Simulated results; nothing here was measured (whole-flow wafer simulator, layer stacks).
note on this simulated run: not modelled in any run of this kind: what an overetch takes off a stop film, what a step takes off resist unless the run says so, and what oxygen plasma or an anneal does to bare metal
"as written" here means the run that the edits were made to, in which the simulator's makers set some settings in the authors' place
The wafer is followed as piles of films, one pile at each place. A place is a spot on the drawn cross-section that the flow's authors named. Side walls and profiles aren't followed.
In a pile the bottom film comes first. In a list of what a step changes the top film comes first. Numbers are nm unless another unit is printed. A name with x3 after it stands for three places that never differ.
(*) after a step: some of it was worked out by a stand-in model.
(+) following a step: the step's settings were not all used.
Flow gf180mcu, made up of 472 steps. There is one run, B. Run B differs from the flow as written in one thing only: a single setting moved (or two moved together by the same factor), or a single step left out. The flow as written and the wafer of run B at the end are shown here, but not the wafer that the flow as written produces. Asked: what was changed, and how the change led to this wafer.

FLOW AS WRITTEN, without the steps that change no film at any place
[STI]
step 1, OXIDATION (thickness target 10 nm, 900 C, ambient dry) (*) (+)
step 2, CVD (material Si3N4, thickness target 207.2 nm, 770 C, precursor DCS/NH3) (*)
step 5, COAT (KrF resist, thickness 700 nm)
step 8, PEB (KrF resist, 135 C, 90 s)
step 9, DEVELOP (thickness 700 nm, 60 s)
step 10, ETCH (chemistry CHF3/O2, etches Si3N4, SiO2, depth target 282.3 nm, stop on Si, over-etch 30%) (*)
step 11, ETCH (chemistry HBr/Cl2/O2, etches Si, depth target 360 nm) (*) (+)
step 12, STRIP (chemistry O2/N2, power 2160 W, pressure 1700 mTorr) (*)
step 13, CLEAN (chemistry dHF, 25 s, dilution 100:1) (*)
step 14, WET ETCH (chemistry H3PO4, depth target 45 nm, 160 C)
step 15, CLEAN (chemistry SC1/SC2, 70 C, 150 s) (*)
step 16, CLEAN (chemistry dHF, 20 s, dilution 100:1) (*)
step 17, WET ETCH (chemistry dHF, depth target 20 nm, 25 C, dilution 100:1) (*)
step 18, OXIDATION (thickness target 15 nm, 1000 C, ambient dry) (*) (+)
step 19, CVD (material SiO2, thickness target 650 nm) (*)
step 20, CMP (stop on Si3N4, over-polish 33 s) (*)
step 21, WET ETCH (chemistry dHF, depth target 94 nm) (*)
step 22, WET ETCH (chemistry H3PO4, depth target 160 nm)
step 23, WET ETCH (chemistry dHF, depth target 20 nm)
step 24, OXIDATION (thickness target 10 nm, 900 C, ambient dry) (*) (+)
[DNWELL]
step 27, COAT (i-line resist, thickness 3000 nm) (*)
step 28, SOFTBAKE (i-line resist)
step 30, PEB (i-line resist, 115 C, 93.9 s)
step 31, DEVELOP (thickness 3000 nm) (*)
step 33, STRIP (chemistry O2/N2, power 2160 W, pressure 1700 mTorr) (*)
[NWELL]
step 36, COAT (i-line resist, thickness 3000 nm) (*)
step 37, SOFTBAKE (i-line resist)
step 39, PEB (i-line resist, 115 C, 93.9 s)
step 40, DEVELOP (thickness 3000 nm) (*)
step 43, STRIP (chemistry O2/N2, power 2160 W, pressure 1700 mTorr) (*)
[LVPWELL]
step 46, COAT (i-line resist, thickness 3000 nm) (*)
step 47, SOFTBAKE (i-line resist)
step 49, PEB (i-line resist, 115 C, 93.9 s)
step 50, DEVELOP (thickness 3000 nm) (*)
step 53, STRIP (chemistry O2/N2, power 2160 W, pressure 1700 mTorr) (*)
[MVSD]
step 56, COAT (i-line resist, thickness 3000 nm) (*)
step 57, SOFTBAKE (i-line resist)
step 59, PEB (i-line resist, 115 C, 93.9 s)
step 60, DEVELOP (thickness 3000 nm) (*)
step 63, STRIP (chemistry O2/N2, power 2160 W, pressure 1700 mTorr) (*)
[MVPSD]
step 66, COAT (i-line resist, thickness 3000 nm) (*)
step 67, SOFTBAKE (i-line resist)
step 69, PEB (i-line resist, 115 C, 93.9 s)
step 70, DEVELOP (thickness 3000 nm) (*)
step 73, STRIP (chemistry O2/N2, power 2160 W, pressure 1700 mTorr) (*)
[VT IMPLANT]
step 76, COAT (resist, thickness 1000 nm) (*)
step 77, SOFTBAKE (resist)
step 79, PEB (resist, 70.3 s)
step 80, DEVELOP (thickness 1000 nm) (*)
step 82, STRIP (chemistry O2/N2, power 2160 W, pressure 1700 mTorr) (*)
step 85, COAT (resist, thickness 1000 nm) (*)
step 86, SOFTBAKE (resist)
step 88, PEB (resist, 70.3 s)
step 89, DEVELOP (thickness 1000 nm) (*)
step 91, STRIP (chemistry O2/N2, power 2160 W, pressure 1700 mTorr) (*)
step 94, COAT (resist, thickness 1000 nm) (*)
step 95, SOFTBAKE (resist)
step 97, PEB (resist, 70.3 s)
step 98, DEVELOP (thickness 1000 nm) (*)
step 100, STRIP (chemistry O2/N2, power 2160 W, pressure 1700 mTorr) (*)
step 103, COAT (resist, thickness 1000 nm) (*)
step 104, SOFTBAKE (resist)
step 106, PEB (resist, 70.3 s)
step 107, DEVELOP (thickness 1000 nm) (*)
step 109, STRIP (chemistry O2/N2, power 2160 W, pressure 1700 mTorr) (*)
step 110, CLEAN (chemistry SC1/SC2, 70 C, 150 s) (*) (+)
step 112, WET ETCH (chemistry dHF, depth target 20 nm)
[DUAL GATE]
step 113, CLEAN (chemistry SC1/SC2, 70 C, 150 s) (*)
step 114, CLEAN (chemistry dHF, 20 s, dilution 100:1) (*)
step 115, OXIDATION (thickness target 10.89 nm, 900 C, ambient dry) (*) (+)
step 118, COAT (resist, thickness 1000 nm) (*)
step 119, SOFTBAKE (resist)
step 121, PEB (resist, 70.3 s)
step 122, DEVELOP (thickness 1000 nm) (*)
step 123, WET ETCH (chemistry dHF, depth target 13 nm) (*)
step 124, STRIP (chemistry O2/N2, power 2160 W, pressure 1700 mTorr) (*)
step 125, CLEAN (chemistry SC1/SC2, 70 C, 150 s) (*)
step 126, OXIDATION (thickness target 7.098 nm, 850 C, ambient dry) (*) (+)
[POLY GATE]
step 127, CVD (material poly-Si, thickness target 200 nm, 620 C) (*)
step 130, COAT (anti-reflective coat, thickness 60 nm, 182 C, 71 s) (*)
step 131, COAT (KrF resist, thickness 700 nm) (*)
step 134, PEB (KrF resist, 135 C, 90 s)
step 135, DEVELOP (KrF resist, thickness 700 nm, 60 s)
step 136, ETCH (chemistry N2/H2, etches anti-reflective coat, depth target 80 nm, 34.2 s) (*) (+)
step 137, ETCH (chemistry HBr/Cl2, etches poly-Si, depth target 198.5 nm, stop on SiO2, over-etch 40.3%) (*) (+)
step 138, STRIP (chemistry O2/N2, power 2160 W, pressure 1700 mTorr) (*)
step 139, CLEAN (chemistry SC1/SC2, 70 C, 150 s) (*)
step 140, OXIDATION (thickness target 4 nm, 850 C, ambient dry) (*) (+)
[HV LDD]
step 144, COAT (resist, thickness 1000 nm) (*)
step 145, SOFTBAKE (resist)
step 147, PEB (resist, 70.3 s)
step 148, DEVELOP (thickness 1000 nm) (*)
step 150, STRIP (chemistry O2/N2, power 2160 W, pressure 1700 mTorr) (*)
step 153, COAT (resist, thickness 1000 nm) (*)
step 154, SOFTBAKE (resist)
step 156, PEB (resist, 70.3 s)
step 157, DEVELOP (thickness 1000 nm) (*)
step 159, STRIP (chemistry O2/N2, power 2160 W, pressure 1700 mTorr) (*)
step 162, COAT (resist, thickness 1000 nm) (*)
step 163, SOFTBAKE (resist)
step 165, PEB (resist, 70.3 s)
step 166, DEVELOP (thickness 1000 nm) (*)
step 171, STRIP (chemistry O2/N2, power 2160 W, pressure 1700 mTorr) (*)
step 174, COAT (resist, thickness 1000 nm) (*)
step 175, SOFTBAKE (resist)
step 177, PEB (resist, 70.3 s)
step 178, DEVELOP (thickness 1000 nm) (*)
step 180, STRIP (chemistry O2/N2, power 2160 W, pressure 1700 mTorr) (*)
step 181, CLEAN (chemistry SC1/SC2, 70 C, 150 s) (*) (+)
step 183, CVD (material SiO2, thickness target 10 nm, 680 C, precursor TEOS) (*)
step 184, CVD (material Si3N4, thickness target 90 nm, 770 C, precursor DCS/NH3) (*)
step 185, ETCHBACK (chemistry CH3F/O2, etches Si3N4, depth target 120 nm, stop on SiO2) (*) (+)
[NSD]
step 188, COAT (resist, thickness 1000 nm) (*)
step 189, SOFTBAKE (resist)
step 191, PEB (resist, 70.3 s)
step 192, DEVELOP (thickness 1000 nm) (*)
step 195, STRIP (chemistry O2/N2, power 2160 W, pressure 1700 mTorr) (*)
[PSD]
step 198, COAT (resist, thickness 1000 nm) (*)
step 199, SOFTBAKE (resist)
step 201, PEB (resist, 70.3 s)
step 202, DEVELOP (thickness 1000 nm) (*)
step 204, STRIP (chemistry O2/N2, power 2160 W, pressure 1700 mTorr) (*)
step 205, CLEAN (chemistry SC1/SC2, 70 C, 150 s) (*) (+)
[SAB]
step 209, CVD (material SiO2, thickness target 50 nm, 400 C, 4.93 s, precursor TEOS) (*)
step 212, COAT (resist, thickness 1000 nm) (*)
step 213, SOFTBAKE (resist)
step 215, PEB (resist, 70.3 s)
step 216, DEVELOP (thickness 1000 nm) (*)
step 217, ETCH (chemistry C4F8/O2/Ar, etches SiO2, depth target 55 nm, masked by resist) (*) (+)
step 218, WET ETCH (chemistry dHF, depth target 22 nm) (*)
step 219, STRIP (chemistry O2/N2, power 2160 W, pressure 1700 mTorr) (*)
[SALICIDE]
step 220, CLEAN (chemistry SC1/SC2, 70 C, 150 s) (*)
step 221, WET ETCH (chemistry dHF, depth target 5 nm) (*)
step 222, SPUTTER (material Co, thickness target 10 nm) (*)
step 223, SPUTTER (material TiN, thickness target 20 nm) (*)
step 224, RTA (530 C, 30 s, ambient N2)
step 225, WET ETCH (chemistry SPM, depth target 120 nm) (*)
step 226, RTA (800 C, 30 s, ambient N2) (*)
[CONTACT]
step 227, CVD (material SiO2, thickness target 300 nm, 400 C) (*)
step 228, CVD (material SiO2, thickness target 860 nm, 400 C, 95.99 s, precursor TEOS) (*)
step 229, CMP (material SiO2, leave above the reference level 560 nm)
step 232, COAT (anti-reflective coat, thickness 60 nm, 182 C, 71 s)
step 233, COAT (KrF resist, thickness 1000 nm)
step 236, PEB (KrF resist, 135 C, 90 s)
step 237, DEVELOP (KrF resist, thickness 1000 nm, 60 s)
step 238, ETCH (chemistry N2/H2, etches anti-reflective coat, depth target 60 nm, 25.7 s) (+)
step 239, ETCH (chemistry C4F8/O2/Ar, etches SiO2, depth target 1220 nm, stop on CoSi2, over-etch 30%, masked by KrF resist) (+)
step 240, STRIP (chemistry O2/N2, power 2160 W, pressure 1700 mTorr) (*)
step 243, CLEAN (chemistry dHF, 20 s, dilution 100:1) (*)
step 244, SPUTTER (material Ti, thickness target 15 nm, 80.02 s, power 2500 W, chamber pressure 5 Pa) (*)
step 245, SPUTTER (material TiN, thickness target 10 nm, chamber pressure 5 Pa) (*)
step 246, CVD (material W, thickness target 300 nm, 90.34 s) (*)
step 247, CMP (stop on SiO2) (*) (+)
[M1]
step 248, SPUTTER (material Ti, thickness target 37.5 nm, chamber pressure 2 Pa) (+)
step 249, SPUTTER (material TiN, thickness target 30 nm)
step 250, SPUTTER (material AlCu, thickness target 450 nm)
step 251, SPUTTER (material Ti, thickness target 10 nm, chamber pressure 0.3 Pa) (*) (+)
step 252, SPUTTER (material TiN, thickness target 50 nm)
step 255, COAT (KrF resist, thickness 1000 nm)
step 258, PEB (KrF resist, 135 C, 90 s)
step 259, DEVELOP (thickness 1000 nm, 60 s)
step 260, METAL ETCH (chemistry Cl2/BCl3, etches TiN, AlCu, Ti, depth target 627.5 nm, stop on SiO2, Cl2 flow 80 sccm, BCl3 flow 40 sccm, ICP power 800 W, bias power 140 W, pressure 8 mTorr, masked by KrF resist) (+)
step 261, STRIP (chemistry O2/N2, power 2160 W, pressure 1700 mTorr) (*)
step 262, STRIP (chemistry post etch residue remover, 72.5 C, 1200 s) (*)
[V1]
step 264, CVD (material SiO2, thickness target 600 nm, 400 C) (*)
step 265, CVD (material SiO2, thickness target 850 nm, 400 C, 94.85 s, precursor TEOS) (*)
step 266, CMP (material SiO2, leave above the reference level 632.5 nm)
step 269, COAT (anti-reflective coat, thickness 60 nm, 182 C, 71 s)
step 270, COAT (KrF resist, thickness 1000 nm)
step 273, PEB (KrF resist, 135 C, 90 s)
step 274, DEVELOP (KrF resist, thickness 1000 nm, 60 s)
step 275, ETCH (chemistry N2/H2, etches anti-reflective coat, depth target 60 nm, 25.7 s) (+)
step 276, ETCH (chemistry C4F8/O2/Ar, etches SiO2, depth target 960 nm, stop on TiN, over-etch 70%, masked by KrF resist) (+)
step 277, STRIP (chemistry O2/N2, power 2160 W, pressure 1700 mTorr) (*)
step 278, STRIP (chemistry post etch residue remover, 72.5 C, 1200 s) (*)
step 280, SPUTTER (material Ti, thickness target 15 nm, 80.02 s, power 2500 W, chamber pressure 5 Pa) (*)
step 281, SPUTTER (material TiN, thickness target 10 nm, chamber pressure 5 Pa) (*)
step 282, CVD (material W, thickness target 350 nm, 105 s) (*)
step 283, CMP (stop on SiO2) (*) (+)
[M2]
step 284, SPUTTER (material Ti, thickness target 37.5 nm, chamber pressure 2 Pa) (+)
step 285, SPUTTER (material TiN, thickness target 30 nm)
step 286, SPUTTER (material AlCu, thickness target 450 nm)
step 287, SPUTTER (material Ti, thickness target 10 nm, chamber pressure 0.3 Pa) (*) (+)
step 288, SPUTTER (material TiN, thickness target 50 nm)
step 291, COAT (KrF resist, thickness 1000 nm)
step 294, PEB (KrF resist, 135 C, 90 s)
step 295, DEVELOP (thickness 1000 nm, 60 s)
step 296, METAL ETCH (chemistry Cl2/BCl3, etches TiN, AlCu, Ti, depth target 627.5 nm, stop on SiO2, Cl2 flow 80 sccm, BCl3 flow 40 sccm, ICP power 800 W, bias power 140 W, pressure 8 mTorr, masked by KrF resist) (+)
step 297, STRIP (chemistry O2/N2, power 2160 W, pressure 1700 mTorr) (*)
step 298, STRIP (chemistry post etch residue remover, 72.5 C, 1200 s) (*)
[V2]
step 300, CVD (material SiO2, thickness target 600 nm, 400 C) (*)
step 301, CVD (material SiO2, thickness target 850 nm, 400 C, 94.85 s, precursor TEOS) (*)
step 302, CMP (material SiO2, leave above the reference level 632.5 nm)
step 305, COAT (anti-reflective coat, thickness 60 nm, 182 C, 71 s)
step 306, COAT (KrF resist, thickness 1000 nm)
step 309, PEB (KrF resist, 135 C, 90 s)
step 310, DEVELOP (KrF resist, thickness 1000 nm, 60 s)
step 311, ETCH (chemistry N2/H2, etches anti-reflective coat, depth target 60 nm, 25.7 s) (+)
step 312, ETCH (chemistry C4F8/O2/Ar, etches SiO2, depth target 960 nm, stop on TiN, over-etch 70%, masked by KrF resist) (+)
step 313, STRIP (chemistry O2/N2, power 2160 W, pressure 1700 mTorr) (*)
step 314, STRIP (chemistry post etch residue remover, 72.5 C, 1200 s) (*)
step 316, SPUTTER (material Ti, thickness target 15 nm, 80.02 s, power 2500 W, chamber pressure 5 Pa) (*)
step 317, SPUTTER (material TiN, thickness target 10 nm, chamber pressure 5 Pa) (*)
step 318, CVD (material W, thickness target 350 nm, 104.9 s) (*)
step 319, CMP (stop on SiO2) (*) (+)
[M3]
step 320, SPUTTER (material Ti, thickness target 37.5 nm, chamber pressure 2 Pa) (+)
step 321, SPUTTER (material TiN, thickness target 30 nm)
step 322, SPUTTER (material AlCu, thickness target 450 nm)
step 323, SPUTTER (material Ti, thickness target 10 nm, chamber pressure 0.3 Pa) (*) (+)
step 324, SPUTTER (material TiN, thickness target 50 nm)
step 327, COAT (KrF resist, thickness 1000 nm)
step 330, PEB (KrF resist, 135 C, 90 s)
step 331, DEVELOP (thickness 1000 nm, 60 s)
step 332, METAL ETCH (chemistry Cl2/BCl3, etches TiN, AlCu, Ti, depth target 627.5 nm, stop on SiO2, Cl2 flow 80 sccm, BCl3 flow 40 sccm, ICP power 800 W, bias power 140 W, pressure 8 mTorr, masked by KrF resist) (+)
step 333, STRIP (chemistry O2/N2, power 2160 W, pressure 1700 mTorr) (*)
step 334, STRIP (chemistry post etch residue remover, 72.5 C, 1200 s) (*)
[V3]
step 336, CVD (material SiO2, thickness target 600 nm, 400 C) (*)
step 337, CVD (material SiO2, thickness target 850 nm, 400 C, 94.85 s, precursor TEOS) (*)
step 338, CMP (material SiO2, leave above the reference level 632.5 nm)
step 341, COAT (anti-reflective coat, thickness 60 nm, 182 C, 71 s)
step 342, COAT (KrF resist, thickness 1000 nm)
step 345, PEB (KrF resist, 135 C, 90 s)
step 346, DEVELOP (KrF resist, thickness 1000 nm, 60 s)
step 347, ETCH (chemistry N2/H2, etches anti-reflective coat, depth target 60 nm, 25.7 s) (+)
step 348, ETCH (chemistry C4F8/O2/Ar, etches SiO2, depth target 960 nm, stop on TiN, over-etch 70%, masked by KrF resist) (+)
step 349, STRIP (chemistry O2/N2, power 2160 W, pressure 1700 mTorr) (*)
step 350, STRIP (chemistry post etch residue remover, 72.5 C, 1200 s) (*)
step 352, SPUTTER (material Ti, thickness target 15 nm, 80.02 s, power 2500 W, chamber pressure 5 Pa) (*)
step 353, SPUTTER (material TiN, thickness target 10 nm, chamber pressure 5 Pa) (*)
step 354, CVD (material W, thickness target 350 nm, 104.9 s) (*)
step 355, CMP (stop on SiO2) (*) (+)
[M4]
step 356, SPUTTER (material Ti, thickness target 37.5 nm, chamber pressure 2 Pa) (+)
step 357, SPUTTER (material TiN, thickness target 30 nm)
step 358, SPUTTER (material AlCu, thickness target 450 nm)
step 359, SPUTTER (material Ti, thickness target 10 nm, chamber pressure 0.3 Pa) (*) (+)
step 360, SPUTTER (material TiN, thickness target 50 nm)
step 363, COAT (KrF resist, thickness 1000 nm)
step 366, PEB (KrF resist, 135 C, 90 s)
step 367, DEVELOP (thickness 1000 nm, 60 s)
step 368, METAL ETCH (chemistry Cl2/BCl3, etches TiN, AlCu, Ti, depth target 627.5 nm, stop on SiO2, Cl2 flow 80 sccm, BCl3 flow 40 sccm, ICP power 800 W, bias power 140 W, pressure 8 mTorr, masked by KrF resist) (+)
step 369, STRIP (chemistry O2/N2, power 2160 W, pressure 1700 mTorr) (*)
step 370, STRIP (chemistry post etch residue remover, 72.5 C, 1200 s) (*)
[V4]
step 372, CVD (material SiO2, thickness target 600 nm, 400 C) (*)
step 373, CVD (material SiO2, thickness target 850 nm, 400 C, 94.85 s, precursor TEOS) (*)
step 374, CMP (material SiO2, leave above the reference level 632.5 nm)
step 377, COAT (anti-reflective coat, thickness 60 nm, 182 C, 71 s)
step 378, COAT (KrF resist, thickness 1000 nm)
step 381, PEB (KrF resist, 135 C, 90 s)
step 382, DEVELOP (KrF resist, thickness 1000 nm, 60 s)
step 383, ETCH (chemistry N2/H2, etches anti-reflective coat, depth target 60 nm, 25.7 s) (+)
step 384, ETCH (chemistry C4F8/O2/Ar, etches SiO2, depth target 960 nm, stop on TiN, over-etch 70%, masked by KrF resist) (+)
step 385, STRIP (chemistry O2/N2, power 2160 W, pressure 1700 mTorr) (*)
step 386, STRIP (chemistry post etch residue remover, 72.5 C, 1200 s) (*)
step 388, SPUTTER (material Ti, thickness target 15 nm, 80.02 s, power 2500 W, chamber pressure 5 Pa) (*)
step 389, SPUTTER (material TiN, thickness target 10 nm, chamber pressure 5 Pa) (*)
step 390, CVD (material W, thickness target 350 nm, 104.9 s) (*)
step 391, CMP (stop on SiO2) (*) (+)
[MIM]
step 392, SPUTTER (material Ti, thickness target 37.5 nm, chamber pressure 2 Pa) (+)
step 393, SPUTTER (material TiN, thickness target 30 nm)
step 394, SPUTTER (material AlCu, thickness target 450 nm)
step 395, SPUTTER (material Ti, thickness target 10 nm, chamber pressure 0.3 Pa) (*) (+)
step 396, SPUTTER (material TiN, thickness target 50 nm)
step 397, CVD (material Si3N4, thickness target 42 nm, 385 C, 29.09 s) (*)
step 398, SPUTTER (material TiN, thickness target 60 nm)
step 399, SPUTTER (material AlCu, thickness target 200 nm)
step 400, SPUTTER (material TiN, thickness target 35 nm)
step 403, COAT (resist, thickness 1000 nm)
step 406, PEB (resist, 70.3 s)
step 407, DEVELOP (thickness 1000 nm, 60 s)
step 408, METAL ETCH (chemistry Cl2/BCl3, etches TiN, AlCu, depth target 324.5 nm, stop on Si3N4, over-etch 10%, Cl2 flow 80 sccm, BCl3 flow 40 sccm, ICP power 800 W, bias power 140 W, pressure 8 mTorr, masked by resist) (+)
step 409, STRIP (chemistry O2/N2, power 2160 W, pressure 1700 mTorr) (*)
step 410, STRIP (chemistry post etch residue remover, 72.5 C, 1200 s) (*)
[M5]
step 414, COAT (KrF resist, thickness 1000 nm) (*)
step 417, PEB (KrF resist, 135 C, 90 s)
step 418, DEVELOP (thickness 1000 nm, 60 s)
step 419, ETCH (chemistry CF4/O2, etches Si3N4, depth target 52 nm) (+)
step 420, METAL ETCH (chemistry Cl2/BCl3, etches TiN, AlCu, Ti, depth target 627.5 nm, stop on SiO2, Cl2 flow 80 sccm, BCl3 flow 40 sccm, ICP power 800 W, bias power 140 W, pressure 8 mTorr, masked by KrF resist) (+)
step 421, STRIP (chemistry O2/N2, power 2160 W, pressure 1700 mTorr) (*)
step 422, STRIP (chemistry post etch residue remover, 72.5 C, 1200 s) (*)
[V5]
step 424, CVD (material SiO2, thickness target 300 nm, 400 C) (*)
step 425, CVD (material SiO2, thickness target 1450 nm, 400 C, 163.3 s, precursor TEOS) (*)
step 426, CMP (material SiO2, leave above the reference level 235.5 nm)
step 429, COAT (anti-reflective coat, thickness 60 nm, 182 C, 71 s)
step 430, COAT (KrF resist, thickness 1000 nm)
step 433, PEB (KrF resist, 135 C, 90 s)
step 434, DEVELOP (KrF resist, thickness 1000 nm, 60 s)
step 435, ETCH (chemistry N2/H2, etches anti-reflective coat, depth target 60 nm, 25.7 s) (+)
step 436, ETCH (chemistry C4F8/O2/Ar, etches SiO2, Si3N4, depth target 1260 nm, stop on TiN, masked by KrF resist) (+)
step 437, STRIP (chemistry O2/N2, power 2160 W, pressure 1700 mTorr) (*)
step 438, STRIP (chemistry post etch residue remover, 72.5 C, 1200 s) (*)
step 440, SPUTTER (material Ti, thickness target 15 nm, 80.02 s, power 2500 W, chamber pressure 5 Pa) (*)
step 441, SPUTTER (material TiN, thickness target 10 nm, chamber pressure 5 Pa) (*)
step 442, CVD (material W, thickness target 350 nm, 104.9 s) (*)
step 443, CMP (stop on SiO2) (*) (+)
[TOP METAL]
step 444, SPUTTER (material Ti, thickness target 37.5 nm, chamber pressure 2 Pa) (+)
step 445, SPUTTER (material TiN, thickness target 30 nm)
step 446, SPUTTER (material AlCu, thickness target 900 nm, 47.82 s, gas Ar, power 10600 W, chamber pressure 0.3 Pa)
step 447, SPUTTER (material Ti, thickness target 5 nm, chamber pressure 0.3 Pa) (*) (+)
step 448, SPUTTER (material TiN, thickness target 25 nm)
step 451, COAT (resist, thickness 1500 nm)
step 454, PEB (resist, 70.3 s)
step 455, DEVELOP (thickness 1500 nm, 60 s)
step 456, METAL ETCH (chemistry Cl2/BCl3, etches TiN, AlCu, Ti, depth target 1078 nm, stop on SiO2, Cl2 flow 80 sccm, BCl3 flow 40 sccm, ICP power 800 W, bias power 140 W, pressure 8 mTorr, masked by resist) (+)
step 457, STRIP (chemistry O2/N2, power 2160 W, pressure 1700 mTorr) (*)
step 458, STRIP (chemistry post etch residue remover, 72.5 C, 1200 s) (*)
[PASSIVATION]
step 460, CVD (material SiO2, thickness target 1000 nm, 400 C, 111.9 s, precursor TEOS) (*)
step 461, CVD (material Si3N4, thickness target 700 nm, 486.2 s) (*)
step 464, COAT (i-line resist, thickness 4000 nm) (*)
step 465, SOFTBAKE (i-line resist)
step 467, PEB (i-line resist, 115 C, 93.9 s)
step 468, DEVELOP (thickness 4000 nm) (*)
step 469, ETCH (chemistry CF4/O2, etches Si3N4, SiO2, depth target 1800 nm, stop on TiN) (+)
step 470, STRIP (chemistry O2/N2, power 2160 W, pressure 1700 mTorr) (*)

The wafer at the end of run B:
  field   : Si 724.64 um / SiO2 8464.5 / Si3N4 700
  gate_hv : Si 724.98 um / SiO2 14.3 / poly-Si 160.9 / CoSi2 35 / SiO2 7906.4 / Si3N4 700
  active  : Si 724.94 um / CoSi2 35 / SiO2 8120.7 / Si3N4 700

The reason: step 338, CMP: leave above the reference level 869.7 nm was run, while the flow as written has leave above the reference level 632.5 nm.

Step by step, how the change led to this:
  step 338, CMP (material SiO2, leave above the reference level 632.5 nm)
      field, field__w1, field__w2 and 103 more: -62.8 SiO2 (in the flow as written it would be: -300 SiO2)
      field__w8, contact, m1, m1__w1, m1_nw: -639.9 SiO2 (in the flow as written it would be: -877.1 SiO2)
  step 348, ETCH (chemistry C4F8/O2/Ar, etches SiO2, depth target 960 nm, stop on TiN, over-etch 70%, masked by KrF resist) (+)
      contact: -809.7 SiO2 (all of it) (in the flow as written it would be: -572.5 SiO2 (all of it))
  step 352, SPUTTER (material Ti, thickness target 15 nm, 80.02 s, power 2500 W, chamber pressure 5 Pa) (*)
      contact: +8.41 Ti (new film) (in the flow as written it would be: +9.65 Ti (new film))
  step 353, SPUTTER (material TiN, thickness target 10 nm, chamber pressure 5 Pa) (*)
      contact: +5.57 TiN (new film) (in the flow as written it would be: +6.4 TiN (new film))
  step 354, CVD (material W, thickness target 350 nm, 104.9 s) (*)
      contact: +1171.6 W (new film) (in the flow as written it would be: +932.3 W (new film))
